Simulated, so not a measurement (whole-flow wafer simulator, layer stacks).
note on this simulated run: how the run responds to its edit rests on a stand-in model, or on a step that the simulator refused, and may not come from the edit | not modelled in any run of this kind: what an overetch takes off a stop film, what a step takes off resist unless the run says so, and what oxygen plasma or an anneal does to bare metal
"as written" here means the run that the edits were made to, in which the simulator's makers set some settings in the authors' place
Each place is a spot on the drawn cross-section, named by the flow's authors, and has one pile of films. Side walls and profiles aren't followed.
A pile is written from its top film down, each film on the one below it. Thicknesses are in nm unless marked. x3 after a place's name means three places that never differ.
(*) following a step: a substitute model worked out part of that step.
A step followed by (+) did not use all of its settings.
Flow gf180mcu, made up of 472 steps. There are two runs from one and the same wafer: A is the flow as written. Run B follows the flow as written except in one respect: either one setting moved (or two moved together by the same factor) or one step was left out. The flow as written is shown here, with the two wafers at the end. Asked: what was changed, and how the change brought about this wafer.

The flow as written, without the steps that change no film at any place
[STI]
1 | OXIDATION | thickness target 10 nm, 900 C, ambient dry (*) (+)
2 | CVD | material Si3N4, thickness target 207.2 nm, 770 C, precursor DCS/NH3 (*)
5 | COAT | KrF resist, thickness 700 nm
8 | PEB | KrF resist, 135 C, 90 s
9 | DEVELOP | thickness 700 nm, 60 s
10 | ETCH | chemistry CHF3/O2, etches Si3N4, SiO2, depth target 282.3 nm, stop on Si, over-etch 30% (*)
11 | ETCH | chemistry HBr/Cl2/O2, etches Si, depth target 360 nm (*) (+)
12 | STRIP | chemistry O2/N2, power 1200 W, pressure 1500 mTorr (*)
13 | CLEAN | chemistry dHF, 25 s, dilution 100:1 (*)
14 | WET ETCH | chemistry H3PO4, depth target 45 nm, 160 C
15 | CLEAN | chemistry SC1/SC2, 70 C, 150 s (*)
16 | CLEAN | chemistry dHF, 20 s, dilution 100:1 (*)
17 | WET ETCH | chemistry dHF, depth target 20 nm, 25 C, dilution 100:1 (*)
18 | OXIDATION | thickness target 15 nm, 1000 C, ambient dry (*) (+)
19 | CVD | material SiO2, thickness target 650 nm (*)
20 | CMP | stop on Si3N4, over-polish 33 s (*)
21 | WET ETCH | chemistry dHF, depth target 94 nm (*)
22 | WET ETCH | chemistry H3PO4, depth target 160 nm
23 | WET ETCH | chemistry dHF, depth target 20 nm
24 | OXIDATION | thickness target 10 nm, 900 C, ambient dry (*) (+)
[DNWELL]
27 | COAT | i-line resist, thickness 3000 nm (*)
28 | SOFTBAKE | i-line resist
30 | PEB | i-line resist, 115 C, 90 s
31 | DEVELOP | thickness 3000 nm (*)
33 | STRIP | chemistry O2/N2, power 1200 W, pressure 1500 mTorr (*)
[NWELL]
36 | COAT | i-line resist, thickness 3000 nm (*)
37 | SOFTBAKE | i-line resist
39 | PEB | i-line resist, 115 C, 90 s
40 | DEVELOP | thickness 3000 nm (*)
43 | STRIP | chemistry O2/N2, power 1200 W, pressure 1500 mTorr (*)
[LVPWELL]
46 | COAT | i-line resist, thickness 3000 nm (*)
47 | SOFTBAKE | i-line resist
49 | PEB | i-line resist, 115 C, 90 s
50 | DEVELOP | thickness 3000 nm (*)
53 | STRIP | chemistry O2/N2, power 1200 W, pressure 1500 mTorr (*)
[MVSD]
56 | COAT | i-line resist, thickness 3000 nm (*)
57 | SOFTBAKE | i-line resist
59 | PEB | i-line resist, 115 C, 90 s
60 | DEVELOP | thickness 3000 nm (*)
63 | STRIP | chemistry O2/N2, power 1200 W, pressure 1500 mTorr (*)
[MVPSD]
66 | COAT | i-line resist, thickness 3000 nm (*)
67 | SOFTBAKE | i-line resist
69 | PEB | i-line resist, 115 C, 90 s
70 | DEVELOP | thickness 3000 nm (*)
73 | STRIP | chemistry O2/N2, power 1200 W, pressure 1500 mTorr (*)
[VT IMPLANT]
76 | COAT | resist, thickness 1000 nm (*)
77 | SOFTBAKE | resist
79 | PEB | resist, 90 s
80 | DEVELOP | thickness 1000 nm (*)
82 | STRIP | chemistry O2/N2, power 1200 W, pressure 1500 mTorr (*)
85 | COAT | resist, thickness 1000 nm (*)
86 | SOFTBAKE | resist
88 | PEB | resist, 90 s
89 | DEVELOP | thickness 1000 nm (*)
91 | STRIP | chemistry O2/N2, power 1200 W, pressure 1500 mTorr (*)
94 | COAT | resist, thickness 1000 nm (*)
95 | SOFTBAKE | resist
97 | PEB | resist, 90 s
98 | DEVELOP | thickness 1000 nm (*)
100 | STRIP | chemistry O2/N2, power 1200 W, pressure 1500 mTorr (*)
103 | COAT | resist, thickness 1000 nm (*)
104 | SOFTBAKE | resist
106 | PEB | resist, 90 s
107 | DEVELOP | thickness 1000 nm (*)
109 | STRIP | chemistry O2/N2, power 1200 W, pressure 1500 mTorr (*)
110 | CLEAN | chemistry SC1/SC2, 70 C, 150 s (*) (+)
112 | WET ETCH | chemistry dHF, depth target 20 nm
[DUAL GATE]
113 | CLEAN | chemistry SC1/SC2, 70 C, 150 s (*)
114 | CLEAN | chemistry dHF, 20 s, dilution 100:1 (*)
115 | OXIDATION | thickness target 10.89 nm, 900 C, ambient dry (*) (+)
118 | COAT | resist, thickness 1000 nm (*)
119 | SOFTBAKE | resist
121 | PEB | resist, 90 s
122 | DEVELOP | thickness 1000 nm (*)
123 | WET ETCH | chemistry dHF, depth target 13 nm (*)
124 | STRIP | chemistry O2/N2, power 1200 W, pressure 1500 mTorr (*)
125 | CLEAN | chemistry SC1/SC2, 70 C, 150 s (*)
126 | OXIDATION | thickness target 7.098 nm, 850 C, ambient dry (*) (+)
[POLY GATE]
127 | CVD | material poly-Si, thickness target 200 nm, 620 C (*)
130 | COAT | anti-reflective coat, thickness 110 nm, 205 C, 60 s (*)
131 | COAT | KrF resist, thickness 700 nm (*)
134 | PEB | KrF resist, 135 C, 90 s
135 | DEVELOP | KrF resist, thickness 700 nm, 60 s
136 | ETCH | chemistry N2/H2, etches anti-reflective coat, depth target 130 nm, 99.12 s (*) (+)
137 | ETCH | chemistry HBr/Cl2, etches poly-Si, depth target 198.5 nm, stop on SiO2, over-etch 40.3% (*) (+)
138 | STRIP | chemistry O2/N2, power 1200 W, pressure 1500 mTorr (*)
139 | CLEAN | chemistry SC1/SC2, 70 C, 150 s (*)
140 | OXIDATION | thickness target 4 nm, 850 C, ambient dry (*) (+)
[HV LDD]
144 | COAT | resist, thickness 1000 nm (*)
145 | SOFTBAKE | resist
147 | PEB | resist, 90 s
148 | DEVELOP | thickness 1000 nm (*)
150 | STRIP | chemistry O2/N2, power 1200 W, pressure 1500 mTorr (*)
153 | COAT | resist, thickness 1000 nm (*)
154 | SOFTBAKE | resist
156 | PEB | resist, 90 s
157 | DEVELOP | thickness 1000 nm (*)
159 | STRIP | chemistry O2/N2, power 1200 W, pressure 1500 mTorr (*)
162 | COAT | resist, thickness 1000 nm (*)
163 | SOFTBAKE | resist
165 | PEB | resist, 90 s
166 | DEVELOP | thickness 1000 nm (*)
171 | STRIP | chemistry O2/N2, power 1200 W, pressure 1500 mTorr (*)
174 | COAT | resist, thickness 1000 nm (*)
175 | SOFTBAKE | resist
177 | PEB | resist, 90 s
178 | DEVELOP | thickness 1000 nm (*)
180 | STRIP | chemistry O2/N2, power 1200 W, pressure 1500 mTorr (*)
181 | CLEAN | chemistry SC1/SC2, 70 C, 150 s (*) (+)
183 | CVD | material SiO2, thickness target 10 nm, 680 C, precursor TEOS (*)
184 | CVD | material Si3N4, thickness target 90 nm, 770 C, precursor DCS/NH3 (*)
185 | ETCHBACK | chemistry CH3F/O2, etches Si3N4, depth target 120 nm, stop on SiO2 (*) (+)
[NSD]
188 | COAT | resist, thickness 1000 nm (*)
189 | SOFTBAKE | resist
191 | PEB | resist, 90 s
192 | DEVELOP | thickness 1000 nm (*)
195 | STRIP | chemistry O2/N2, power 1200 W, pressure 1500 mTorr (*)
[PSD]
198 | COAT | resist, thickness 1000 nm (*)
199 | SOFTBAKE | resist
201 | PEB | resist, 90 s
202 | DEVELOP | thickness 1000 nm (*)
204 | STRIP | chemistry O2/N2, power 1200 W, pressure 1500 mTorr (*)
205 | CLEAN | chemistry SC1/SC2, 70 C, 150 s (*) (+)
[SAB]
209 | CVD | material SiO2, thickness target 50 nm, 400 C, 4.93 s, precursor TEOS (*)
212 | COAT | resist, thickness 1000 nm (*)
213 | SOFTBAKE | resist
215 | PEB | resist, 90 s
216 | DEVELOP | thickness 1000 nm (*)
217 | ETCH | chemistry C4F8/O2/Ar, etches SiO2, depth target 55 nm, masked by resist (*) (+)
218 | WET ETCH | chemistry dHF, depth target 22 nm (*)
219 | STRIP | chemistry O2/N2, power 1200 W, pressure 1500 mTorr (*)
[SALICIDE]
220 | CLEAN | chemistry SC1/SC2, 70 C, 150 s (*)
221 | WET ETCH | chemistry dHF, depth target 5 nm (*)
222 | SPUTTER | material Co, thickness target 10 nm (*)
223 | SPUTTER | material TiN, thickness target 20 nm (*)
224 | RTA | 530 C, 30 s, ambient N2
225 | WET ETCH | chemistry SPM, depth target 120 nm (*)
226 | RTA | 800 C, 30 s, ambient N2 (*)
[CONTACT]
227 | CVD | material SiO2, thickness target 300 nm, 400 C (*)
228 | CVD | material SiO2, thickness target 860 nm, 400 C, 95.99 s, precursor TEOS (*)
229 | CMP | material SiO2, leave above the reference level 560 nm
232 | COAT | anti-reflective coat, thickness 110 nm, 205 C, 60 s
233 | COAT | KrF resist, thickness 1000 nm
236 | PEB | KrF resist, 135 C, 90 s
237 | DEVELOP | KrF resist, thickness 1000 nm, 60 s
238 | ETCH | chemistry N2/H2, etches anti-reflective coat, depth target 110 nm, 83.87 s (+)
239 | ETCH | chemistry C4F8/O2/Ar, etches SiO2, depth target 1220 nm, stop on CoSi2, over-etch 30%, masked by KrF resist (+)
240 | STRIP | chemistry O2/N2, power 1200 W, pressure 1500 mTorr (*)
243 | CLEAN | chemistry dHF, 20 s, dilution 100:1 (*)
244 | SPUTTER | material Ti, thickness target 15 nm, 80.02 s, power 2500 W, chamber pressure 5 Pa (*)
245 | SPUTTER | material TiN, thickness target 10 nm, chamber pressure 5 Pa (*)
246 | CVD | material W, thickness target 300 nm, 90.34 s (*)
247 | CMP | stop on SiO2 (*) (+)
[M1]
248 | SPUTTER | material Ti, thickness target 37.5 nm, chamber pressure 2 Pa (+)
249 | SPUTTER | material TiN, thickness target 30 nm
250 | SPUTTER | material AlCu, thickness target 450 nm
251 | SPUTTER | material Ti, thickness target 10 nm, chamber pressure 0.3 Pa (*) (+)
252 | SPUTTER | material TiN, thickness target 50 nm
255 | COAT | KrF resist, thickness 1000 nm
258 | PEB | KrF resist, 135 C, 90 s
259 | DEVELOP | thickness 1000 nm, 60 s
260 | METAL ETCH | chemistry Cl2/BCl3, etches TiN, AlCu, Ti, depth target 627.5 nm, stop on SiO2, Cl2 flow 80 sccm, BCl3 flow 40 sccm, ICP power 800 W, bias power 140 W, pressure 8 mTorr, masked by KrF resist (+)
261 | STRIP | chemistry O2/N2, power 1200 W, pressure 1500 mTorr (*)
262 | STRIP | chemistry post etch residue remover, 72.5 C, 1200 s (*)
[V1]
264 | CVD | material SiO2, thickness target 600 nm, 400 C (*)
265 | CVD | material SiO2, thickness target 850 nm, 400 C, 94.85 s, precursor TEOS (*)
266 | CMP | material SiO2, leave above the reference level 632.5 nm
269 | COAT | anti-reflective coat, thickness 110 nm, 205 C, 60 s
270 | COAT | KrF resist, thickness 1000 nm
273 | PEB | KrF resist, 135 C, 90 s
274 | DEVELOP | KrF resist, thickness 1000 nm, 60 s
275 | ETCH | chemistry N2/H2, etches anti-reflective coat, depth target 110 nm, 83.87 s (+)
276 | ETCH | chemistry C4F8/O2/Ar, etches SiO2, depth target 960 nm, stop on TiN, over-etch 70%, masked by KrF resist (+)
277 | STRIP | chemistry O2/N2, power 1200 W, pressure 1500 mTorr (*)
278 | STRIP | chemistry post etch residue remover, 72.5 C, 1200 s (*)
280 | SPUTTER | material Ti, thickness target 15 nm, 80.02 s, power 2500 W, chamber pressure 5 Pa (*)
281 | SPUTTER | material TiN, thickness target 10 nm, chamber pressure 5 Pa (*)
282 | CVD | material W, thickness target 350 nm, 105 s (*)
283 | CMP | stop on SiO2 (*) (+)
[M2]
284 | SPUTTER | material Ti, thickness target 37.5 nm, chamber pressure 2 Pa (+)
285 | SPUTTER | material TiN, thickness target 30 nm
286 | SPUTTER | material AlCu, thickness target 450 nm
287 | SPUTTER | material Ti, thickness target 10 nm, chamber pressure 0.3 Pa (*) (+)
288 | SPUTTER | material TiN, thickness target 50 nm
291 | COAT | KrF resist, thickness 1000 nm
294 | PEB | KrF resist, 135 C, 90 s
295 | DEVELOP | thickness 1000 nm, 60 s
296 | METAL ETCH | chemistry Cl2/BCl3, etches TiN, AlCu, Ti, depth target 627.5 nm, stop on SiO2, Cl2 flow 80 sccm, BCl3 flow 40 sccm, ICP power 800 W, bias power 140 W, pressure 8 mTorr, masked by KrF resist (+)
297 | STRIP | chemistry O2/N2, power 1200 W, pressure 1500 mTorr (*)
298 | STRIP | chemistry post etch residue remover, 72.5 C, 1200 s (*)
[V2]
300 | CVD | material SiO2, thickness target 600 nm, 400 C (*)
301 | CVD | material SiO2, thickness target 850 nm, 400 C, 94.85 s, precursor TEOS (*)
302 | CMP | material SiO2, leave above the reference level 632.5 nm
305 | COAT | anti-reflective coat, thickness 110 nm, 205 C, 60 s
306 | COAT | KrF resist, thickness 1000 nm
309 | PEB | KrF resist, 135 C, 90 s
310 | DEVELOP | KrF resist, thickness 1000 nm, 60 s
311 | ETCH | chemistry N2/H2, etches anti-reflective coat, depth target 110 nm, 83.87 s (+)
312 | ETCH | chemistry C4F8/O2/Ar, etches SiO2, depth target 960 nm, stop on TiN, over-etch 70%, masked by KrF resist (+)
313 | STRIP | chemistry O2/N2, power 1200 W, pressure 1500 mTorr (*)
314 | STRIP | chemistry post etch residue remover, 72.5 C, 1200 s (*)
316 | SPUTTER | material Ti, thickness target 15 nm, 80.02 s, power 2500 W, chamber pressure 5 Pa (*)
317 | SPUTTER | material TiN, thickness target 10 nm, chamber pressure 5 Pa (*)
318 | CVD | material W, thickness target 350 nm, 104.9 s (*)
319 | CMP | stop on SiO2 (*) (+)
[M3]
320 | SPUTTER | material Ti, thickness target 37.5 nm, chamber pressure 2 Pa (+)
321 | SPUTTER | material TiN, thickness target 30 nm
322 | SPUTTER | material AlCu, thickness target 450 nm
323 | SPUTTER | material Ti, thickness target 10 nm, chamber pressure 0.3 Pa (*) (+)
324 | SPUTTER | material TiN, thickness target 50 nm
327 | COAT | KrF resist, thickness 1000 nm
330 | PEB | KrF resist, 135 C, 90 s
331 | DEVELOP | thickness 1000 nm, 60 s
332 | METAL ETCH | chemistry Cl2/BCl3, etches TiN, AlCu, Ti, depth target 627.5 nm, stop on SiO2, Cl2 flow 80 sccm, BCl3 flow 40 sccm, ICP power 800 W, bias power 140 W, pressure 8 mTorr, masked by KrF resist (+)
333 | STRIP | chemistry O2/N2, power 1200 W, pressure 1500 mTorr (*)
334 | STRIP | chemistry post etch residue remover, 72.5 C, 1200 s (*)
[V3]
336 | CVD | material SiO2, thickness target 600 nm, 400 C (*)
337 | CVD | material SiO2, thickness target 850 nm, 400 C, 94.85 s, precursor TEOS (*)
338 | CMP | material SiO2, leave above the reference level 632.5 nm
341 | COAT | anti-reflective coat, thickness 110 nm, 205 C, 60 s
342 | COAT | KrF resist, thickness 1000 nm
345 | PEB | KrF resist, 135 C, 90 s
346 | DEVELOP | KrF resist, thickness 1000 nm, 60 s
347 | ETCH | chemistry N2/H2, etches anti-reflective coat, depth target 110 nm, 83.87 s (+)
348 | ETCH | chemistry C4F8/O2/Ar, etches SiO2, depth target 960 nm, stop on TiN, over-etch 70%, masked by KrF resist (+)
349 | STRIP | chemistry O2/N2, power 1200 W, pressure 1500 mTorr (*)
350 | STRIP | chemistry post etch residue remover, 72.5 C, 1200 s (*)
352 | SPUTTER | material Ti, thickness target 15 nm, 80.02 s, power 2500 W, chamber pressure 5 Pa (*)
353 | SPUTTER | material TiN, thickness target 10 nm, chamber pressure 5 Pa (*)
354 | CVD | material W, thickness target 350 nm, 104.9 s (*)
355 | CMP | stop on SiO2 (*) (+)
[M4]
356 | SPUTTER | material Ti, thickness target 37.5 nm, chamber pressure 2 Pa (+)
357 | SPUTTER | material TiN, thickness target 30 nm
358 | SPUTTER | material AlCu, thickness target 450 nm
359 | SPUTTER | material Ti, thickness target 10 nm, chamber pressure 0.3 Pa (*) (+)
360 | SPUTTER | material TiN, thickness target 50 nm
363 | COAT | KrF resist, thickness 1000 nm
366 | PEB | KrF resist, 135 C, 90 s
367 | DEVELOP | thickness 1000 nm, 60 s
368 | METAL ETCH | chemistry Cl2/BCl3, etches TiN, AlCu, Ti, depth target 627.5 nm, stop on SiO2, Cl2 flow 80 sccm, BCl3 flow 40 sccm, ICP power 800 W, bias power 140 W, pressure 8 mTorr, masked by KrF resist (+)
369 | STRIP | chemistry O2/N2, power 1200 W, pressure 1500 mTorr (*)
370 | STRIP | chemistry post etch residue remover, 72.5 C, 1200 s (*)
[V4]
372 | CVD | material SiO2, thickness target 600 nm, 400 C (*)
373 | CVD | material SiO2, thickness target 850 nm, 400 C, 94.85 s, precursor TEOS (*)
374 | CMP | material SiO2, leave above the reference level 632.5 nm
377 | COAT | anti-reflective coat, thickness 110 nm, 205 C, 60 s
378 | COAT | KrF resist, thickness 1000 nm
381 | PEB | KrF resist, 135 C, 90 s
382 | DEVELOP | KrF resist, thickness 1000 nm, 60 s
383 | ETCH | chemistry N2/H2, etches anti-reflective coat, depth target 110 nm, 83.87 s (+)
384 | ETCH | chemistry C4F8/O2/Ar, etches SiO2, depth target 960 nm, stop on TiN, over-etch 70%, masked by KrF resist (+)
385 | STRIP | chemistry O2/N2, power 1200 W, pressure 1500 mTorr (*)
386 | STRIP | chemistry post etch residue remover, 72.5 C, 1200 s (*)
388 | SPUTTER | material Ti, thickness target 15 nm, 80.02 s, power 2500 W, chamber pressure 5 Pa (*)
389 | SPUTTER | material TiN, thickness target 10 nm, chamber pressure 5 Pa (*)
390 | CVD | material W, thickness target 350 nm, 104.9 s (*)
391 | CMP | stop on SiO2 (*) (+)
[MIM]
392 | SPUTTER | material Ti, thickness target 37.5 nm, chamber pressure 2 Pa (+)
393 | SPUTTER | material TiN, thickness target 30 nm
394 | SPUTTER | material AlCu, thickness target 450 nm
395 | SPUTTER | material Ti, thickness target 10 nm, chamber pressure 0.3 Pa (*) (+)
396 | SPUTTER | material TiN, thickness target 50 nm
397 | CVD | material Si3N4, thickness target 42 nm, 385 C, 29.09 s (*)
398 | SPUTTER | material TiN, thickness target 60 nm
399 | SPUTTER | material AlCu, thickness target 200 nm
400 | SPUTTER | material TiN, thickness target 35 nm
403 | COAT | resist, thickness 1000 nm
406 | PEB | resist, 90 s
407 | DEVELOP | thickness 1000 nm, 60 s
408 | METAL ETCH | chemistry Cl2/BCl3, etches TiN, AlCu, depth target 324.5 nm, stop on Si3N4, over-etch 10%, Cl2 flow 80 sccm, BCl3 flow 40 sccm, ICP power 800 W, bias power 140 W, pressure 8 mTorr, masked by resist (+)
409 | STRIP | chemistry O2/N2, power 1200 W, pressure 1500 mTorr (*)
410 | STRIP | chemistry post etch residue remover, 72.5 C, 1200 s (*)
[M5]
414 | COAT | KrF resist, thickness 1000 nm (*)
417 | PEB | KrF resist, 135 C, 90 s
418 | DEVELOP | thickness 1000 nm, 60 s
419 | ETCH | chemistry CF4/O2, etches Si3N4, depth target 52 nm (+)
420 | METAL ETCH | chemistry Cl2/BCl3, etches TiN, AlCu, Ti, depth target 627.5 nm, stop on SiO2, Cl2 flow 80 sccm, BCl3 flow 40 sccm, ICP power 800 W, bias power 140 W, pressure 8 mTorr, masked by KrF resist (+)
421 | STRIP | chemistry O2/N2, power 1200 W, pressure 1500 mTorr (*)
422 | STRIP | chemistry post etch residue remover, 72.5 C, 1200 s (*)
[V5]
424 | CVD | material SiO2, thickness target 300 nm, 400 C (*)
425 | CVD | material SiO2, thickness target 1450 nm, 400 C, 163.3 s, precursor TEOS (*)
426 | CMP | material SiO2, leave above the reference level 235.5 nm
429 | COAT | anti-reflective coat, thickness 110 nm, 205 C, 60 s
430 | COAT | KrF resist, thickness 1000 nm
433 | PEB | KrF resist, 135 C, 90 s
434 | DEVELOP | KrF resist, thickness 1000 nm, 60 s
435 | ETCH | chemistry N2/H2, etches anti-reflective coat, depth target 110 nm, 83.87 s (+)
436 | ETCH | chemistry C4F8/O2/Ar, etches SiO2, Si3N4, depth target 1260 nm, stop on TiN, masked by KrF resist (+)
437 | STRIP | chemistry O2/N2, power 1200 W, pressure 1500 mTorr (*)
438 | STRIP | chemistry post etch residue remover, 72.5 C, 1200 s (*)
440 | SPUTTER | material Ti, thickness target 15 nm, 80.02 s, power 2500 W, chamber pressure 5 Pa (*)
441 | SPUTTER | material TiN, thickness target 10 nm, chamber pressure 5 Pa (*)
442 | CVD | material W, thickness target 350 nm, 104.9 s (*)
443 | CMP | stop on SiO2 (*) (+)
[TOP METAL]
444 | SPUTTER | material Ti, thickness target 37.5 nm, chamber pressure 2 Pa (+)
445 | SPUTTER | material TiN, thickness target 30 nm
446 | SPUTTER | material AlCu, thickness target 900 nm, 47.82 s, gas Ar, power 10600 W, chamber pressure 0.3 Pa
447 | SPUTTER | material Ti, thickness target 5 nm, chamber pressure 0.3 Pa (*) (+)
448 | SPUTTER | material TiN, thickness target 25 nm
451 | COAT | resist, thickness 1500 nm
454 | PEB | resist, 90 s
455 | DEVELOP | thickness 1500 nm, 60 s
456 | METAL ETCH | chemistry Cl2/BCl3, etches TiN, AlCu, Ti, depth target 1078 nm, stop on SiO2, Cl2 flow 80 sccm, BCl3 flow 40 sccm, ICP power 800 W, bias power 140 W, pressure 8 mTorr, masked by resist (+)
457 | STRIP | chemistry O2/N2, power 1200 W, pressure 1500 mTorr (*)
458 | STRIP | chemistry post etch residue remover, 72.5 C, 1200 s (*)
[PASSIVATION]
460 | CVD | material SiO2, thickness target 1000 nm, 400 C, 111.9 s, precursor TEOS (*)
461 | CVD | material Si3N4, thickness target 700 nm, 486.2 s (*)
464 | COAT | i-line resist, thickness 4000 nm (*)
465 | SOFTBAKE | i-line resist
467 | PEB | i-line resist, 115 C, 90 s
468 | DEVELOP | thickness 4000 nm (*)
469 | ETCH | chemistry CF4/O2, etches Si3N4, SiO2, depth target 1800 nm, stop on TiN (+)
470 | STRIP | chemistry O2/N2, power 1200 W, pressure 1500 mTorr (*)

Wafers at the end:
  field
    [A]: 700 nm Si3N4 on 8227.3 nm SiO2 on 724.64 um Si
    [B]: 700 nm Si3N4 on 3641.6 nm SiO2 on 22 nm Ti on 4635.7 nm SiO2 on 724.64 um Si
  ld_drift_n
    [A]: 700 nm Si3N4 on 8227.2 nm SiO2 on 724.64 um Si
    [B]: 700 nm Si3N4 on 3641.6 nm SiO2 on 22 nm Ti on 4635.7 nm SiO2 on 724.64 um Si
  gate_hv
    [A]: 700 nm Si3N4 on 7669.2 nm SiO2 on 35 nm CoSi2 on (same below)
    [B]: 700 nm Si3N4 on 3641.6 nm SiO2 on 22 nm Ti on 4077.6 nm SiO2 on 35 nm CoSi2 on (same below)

What caused this: step 358, SPUTTER: thickness target 522 nm was run, while the flow as written has thickness target 450 nm.

Step by step, how the change led to this:
  358 | SPUTTER | material AlCu, thickness target 450 nm
      field, field__w1, field__w2 and 108 more: A AlCu gains 450 (new film) | B AlCu gains 522 (new film)
  368 | METAL ETCH | chemistry Cl2/BCl3, etches TiN, AlCu, Ti, depth target 627.5 nm, stop on SiO2, Cl2 flow 80 sccm, BCl3 flow 40 sccm, ICP power 800 W, bias power 140 W, pressure 8 mTorr, masked by KrF resist (+)
      field, field__w1, field__w2 and 103 more: A TiN loses 50 (all of it), Ti loses 10 (all of it), AlCu loses 450 (all of it), TiN loses 30 (all of it), Ti loses 37.5 (all of it) | B TiN loses 50 (all of it), Ti loses 10 (all of it), AlCu loses 522 (all of it), TiN loses 30 (all of it), Ti loses 15.5
  372 | CVD | material SiO2, thickness target 600 nm, 400 C (*)
      field, field__w1, field__w2 and 103 more: A SiO2 gains 600 | B SiO2 gains 600 (new film)
  374 | CMP | material SiO2, leave above the reference level 632.5 nm
      field, field__w1, field__w2 and 103 more: A SiO2 loses 300 | B SiO2 loses 250
If metal films that touch count as one body, field has 1 body; the flow as written gives 0 bodies.
If metal films that touch count as one body, ld_drift_n has 1 body; the flow as written gives 0 bodies.
If metal films that touch count as one body, gate_hv has 2 bodies (between them, from the top down: SiO2 4077.6); the flow as written gives 1 body.
